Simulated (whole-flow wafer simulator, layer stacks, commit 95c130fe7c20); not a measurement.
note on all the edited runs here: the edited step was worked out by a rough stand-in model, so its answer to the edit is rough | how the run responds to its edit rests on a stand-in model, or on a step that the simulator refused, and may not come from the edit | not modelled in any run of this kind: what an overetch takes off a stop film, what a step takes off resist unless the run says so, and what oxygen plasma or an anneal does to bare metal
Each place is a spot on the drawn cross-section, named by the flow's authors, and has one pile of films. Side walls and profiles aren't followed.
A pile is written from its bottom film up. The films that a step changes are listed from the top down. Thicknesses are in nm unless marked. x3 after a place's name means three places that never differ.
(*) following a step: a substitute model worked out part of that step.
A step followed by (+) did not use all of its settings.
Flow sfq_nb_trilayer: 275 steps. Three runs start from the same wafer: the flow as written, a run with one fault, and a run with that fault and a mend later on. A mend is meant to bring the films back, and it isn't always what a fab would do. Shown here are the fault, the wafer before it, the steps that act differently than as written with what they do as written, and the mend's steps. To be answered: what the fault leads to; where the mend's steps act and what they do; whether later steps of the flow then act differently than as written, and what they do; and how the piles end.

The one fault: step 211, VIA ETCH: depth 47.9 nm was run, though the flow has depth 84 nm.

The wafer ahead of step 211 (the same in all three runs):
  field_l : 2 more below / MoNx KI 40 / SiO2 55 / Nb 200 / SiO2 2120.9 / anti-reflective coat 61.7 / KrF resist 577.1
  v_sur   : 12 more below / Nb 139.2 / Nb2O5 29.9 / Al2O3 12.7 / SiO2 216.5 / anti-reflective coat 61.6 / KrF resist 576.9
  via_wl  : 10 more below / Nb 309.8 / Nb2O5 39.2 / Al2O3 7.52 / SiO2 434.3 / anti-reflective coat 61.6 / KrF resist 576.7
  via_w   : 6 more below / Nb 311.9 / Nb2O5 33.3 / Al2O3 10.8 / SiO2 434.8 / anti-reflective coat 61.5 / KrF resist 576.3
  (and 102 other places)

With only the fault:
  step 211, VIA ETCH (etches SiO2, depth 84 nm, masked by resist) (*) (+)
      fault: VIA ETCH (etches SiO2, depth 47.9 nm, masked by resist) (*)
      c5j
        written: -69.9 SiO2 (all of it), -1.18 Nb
        fault: -47.9 SiO2
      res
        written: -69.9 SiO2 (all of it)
        fault: -47.9 SiO2
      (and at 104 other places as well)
  Steps later in the flow that act otherwise than as written (5 more steps, not shown, differ only slightly: by at most 2% or 0.5 nm, whichever is larger):
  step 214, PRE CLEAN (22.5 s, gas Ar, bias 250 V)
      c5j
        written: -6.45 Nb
        fault: -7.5 SiO2
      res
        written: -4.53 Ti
        fault: -7.5 SiO2
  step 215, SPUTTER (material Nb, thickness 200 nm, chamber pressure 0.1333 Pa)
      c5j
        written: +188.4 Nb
        fault: +194.8 Nb (new film)
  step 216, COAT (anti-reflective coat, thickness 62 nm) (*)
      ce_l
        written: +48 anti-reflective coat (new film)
        fault: +53.7 anti-reflective coat (new film)
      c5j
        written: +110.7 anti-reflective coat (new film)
        fault: +94.7 anti-reflective coat (new film)
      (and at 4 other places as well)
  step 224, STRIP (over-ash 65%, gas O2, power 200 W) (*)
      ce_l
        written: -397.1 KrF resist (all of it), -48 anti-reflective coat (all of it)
        fault: -393.7 KrF resist (all of it), -53.7 anti-reflective coat (all of it)
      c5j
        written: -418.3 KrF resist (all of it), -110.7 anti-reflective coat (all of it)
        fault: -408.4 KrF resist (all of it), -94.7 anti-reflective coat (all of it)
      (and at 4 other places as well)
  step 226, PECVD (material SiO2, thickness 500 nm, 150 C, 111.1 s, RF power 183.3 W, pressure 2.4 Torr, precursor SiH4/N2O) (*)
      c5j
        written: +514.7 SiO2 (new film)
        fault: +500 SiO2 (new film)
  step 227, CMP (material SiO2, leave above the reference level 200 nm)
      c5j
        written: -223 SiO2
        fault: -236.8 SiO2
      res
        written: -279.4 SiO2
        fault: -302.1 SiO2
  The piles end different from the flow's at c5j, res by more than 2% or 0.5 nm, whichever is larger.
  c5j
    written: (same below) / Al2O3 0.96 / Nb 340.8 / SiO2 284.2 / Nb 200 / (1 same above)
    fault: (same below) / Al2O3 0.96 / Nb 160 / SiO2 14.5 / Nb 194.8 / SiO2 255.7 / Nb 200 / (1 same above)
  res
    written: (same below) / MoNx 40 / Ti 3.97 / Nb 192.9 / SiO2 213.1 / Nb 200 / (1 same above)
    fault: (same below) / MoNx 40 / Ti 8.5 / SiO2 14.5 / Nb 196.6 / SiO2 190.4 / Nb 200 / (1 same above)

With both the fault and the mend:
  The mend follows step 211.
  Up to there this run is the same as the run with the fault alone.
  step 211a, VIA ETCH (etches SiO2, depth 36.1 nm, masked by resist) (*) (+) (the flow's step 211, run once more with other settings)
      field_l, v_sur, via_wl and 101 more
        -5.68 KrF resist
      c5j
        -22 SiO2 (all of it), -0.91 Nb
      res
        -22 SiO2 (all of it)
  Later steps of the flow that are run all act as written at every place that is followed, up to a difference of at most 2% or 0.5 nm, whichever is larger.
  The piles end only slightly different from the flow's at the places that both follow, by no more than 2% or 0.5 nm, whichever is larger.
